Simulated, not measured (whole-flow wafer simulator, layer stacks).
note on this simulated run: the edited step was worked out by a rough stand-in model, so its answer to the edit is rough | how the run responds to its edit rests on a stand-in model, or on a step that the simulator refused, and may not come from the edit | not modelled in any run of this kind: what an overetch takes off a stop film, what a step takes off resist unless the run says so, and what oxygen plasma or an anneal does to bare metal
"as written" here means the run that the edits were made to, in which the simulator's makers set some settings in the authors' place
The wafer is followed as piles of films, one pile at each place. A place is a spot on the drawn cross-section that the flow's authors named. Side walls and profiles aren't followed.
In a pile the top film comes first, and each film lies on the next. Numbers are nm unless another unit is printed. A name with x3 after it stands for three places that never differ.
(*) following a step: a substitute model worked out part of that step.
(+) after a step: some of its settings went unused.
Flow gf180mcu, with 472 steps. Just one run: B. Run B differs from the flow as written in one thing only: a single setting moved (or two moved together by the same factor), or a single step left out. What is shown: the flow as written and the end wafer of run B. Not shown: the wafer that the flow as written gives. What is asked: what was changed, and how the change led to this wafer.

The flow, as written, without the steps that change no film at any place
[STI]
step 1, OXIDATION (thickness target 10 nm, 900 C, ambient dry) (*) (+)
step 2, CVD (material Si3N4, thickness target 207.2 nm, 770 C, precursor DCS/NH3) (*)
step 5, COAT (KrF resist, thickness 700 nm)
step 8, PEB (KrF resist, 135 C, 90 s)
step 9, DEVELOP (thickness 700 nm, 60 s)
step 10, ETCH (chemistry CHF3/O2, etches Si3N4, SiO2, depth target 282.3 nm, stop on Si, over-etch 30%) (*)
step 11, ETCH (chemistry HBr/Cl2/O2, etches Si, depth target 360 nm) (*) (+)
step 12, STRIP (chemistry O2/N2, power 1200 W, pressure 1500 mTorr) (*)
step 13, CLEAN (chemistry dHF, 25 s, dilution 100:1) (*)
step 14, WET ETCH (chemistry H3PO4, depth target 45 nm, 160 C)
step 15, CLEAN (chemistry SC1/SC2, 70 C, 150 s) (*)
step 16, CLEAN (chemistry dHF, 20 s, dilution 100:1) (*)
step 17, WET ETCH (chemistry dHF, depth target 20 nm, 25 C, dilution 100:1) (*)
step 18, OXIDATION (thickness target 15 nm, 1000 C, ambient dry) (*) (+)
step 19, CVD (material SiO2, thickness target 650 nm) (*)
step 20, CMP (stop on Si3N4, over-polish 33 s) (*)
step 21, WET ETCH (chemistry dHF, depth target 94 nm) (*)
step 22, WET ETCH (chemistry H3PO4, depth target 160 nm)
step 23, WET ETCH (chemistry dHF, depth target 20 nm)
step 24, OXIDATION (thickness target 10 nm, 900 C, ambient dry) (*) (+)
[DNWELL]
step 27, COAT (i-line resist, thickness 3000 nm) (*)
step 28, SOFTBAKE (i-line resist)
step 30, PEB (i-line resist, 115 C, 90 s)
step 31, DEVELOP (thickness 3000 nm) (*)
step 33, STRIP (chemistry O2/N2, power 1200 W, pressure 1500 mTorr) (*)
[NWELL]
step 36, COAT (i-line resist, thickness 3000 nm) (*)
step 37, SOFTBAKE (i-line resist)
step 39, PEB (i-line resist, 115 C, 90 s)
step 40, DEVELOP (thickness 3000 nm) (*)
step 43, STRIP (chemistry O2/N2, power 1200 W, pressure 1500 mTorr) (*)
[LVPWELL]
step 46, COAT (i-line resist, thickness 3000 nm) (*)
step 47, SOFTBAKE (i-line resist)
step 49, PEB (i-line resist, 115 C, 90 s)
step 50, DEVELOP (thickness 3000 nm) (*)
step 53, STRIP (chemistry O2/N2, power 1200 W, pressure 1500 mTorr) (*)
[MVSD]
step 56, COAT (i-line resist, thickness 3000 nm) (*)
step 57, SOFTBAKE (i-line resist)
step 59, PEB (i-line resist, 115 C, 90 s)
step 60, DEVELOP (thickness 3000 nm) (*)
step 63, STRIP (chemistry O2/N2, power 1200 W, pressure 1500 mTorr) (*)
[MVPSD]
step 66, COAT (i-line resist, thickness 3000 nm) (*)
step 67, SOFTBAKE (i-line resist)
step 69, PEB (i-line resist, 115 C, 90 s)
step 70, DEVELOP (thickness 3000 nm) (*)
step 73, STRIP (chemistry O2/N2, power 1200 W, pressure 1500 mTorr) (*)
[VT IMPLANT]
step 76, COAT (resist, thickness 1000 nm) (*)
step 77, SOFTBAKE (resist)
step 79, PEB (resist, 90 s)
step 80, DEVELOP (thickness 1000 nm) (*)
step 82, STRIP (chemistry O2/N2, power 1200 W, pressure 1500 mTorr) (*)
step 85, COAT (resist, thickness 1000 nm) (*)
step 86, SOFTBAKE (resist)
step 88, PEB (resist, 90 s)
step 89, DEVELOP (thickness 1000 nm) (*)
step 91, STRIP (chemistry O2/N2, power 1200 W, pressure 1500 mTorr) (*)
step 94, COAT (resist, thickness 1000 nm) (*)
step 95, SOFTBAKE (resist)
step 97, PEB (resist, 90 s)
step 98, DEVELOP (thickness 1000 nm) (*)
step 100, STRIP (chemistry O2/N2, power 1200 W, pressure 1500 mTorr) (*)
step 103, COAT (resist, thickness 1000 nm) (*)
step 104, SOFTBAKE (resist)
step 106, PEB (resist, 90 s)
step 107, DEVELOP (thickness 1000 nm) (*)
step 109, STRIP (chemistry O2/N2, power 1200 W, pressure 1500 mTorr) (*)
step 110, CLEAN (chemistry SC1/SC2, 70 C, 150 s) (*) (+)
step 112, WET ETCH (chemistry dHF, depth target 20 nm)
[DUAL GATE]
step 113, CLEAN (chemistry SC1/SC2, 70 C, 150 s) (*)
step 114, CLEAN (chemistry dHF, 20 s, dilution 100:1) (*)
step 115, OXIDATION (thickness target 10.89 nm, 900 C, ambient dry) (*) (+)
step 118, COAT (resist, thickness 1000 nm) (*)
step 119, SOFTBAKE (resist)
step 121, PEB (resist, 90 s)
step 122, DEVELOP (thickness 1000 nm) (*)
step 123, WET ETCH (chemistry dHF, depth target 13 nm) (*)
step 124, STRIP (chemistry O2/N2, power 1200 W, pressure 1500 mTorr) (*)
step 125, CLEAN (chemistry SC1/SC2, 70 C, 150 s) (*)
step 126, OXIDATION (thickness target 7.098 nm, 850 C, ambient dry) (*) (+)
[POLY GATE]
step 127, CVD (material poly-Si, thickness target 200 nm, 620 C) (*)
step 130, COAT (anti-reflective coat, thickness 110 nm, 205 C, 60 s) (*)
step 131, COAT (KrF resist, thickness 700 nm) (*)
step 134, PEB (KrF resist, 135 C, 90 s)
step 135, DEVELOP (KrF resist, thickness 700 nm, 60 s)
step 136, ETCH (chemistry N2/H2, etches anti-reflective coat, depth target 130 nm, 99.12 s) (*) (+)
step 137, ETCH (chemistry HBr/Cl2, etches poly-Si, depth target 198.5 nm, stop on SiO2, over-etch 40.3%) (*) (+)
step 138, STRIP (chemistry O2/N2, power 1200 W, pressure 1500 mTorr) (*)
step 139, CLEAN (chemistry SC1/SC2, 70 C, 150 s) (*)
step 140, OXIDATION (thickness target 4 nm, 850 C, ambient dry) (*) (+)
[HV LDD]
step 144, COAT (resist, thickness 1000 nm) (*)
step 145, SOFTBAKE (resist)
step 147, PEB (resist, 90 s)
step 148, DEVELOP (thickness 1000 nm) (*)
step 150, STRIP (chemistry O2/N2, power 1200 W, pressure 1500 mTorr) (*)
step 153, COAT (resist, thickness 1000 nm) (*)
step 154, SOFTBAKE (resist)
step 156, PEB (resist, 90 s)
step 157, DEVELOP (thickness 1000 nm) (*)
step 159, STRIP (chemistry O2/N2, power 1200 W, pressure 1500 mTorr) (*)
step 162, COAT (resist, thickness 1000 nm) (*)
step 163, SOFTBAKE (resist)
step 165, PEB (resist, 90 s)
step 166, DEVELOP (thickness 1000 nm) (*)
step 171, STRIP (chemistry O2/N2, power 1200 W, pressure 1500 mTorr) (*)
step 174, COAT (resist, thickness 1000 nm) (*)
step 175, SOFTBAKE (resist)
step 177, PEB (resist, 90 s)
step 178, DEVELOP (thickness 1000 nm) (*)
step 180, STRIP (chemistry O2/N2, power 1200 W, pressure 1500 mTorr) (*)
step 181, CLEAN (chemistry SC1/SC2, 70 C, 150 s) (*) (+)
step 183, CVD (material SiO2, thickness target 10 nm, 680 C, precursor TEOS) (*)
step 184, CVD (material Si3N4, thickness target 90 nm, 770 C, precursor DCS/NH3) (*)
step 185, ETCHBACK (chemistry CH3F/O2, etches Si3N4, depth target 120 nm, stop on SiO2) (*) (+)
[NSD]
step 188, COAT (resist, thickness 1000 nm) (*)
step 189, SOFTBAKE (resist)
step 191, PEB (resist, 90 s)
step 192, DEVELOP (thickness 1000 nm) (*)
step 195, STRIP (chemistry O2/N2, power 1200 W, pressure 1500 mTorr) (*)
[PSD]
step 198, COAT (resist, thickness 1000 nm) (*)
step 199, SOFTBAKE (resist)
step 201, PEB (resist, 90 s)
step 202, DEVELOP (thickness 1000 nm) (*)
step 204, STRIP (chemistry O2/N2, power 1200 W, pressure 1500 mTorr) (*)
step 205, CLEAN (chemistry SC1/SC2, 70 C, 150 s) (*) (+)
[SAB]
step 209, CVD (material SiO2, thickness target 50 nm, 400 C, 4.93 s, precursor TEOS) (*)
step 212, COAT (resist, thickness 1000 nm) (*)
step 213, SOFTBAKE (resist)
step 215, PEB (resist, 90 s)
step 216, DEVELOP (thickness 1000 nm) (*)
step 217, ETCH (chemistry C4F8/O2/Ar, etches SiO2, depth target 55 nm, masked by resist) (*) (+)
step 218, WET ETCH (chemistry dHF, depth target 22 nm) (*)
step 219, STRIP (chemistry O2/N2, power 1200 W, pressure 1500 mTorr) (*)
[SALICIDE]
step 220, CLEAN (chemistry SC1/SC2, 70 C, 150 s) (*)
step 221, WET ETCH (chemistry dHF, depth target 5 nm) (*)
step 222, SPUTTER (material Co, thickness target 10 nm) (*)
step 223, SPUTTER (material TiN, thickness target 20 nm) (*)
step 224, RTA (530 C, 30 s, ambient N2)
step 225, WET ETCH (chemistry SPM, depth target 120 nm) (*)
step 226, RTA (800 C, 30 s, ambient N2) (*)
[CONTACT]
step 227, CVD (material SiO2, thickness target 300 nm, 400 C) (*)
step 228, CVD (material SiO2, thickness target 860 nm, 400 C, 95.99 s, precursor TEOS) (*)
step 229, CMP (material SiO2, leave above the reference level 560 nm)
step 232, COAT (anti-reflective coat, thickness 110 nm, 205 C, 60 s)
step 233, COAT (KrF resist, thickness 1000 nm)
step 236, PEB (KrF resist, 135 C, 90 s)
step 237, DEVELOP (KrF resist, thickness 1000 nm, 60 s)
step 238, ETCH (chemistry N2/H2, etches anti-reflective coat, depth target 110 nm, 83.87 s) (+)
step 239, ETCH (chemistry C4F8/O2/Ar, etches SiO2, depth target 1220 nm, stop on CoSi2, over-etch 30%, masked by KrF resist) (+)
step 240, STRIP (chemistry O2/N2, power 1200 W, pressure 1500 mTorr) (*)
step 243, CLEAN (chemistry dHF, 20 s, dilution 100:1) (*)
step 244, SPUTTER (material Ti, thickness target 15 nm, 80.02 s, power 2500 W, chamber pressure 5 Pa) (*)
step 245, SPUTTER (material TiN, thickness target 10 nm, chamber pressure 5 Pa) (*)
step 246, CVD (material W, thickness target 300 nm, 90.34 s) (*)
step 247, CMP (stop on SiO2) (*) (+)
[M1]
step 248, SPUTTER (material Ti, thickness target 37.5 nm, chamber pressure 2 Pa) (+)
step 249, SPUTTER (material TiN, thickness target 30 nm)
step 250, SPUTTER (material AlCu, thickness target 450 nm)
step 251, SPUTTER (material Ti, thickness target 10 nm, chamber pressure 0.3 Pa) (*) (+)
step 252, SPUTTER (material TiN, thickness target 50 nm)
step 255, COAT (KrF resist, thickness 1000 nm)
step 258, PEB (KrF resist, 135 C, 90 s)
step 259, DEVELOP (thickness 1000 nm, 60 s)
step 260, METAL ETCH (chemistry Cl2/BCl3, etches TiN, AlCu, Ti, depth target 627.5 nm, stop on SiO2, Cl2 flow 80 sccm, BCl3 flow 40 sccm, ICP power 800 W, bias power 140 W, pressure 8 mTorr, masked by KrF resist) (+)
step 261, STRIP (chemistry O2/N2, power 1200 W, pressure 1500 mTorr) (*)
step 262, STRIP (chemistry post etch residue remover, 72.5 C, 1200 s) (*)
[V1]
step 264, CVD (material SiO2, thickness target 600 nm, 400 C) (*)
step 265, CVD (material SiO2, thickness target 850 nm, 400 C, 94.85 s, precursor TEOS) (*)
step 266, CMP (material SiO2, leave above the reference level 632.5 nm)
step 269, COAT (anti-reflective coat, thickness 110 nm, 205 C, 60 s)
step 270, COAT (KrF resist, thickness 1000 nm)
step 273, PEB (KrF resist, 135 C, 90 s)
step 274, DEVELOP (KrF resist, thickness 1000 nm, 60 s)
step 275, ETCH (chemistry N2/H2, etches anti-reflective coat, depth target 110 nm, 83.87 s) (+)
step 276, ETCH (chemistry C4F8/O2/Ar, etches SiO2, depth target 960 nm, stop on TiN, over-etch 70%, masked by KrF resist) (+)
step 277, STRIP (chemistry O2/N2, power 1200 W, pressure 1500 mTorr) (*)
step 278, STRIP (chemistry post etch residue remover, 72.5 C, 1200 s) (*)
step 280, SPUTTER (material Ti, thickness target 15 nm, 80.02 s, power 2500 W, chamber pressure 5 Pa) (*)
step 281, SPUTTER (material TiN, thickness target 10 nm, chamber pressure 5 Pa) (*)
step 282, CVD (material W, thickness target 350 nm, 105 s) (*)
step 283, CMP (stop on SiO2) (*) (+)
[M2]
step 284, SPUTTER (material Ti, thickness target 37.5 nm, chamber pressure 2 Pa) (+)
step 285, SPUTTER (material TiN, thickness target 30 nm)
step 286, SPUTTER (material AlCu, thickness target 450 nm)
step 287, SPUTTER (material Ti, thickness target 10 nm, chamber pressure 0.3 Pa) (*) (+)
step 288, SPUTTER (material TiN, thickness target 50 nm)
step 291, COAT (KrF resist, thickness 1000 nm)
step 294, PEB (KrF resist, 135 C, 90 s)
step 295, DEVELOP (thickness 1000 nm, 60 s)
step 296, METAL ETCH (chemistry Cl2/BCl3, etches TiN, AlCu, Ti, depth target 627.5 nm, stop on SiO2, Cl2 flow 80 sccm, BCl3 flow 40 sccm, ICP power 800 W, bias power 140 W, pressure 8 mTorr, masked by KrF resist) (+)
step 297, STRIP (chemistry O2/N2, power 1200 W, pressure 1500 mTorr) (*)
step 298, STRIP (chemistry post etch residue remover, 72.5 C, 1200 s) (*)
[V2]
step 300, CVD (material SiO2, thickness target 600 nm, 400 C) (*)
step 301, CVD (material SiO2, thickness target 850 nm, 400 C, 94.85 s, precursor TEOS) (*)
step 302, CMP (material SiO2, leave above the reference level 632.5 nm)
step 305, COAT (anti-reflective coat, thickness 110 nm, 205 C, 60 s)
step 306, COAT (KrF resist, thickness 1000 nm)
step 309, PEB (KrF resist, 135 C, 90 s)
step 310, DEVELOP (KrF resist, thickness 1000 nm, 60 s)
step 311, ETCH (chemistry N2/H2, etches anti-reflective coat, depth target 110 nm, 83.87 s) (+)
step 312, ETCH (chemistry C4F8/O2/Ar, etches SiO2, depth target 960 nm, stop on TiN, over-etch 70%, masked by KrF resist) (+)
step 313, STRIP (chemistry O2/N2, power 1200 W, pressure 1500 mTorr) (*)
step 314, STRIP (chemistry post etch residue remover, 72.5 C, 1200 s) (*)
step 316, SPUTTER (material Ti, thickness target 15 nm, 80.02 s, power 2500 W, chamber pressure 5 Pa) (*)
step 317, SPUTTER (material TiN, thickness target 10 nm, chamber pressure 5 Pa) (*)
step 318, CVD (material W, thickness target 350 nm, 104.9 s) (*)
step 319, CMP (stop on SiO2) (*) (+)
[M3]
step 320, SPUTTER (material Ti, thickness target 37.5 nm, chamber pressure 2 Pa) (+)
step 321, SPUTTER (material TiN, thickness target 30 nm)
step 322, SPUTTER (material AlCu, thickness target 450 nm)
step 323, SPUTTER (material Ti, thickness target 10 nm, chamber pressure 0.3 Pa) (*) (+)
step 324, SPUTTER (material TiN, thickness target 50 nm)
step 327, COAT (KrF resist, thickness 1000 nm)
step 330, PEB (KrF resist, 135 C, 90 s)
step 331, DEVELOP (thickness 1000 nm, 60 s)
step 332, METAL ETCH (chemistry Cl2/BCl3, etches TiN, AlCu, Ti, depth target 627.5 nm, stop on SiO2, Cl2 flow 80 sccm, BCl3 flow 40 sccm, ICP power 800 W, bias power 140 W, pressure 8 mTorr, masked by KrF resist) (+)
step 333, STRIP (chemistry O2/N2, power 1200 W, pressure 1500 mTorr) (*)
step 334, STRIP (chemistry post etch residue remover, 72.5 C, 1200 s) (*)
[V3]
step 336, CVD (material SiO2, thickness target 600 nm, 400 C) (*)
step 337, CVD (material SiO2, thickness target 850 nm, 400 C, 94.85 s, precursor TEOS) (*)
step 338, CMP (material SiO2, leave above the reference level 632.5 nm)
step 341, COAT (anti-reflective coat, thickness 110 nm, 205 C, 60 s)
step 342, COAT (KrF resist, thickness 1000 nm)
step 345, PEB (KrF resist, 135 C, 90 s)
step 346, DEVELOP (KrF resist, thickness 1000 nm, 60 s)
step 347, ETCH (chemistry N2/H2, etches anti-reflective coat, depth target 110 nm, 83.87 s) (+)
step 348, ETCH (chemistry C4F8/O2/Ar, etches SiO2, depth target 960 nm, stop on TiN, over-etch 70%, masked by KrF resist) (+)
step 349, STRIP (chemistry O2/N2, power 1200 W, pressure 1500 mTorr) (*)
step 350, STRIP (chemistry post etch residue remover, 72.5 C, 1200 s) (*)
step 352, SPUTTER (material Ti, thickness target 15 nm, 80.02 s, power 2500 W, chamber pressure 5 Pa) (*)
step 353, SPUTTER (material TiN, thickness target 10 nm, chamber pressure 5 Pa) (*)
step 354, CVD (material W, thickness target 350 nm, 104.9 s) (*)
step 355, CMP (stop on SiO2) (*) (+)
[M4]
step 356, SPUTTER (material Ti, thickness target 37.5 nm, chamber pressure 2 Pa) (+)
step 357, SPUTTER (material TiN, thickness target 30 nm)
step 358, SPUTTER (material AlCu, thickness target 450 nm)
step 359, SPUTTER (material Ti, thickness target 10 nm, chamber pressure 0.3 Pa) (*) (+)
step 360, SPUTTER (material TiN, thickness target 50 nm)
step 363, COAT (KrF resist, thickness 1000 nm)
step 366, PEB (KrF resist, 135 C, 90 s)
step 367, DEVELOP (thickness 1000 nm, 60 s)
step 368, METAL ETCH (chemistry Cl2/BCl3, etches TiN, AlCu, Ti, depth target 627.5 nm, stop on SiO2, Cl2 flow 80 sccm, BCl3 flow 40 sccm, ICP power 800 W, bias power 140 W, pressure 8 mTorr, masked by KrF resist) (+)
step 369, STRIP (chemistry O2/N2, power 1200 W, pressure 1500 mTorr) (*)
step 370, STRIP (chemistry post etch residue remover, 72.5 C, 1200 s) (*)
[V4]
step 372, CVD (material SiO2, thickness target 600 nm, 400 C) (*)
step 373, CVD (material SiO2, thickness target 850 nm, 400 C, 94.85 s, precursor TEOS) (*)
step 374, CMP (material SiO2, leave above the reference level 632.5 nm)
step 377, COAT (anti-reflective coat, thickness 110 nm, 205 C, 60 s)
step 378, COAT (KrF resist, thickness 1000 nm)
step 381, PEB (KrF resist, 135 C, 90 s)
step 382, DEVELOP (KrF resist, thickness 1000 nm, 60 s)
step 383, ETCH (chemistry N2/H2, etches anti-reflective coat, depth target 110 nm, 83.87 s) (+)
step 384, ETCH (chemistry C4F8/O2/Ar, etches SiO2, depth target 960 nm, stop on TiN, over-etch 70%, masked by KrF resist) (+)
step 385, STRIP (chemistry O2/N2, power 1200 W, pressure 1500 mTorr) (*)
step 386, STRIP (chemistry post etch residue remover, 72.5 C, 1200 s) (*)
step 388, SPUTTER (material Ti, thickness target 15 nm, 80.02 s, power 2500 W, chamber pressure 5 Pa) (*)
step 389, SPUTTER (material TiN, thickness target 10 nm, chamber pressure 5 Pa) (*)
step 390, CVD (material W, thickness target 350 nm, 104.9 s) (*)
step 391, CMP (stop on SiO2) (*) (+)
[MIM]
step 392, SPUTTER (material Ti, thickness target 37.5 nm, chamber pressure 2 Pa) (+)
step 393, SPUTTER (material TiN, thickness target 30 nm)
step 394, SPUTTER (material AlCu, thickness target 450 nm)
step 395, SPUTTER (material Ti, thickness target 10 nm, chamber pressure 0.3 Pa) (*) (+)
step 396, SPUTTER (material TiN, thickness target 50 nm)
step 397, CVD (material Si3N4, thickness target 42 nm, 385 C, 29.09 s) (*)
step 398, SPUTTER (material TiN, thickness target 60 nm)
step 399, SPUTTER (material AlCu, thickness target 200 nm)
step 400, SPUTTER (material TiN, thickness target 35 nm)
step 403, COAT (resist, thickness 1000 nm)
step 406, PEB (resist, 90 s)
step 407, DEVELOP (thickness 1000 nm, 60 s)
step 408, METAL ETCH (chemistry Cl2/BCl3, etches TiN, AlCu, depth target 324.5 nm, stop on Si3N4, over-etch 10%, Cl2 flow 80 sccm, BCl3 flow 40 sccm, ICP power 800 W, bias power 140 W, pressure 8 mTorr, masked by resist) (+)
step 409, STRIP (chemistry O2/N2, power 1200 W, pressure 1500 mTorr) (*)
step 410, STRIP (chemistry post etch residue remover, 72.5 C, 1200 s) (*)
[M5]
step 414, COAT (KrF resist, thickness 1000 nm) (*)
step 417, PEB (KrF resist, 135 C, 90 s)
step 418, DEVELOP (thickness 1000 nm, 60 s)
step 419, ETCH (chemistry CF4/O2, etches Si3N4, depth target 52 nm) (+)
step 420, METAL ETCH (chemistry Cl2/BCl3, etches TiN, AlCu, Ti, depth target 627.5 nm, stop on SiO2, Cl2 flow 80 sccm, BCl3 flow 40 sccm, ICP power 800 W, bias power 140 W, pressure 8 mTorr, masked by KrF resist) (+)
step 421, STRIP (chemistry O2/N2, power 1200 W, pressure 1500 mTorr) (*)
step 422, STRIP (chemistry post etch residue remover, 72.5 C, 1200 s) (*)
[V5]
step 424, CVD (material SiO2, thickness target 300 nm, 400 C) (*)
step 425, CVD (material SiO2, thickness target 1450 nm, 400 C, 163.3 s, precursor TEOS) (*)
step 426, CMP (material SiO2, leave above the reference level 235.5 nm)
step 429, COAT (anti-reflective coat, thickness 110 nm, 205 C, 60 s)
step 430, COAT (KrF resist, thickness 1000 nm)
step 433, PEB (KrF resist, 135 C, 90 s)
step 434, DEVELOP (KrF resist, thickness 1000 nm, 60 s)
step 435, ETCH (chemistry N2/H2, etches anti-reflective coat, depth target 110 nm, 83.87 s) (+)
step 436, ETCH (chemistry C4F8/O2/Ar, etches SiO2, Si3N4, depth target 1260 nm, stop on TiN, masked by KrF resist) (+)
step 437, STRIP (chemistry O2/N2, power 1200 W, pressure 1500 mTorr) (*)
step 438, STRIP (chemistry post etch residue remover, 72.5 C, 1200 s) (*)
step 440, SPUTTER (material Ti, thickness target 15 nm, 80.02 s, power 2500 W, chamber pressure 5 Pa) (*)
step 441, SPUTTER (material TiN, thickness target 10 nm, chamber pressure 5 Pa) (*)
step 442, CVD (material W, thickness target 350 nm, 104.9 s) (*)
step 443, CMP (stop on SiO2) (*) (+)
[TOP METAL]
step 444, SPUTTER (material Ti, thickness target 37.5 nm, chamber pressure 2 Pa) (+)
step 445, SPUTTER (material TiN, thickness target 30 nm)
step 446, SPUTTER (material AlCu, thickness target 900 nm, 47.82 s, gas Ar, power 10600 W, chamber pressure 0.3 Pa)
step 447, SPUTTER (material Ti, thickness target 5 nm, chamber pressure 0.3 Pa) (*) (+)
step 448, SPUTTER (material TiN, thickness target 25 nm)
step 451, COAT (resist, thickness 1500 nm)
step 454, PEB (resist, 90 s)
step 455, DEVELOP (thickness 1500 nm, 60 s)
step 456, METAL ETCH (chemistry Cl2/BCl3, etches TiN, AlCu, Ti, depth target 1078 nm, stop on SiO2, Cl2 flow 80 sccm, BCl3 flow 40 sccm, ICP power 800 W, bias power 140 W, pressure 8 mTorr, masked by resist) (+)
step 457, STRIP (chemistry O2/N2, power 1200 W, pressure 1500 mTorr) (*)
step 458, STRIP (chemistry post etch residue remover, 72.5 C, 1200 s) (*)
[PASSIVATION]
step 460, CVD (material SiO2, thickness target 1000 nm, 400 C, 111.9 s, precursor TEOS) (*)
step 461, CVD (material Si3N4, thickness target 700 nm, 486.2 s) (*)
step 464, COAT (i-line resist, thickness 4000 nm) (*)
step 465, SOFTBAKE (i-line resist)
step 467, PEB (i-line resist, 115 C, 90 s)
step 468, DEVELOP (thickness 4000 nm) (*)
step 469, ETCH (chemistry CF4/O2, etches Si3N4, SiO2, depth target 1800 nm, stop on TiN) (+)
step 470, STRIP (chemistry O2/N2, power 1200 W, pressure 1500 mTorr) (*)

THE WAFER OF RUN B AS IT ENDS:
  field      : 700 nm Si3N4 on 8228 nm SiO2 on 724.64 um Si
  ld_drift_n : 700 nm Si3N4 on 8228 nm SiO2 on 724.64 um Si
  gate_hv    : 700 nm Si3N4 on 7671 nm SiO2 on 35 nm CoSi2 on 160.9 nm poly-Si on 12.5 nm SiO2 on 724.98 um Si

What caused this: step 126, OXIDATION: thickness target 4.969 nm was run, though the flow has thickness target 7.098 nm.

Step by step, how the change led to this:
  step 126, OXIDATION (thickness target 7.098 nm, 850 C, ambient dry) (*) (+)
      gate_hv, active_hv, active_nat and 25 more: SiO2 gains 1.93, Si loses 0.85 (it would be, as written: SiO2 gains 3.72, Si loses 1.64)
      active, n_well, p_well and 12 more: SiO2 gains 4.97 (new film), chemical SiO2 loses 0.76 (all of it), Si loses 1.85 (it would be, as written: SiO2 gains 7.1 (new film), chemical SiO2 loses 0.76 (all of it), Si loses 2.79)
  step 189, SOFTBAKE (resist)
      field__w9: resist loses 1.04 (it would be, as written: resist gains 1.85)
      active_hv: resist gains 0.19 (it would be, as written: resist gains 0.78)
      (and at 1 other place as well)
  step 199, SOFTBAKE (resist)
      field__w9: resist loses 1.04 (it would be, as written: resist gains 1.85)
      active_hv: resist gains 0.19 (it would be, as written: resist gains 0.78)
      (and at 1 other place as well)
  step 218, WET ETCH (chemistry dHF, depth target 22 nm) (*)
      active, p_well, sd_n, iso_ptap_pw, iso_ntap_nw, iso_ptap_sub, vpnp_e: SiO2 loses 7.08 (all of it) (it would be, as written: SiO2 loses 9.01 (all of it))
      ldn_tap, ldn_src, ldn_drn, ldp_tap, ldp_src, ldp_drn, ldp_gr: SiO2 loses 14.3 (all of it) (it would be, as written: SiO2 loses 16 (all of it))
      (and at 9 other places as well)
  step 223, SPUTTER (material TiN, thickness target 20 nm) (*)
      field__w12: TiN gains 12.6 (new film) (it would be, as written: TiN gains 12 (new film))
  step 225, WET ETCH (chemistry SPM, depth target 120 nm) (*)
      field__w12: TiN loses 12.6 (all of it), Co loses 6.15 (all of it) (it would be, as written: TiN loses 12 (all of it), Co loses 6.15 (all of it))
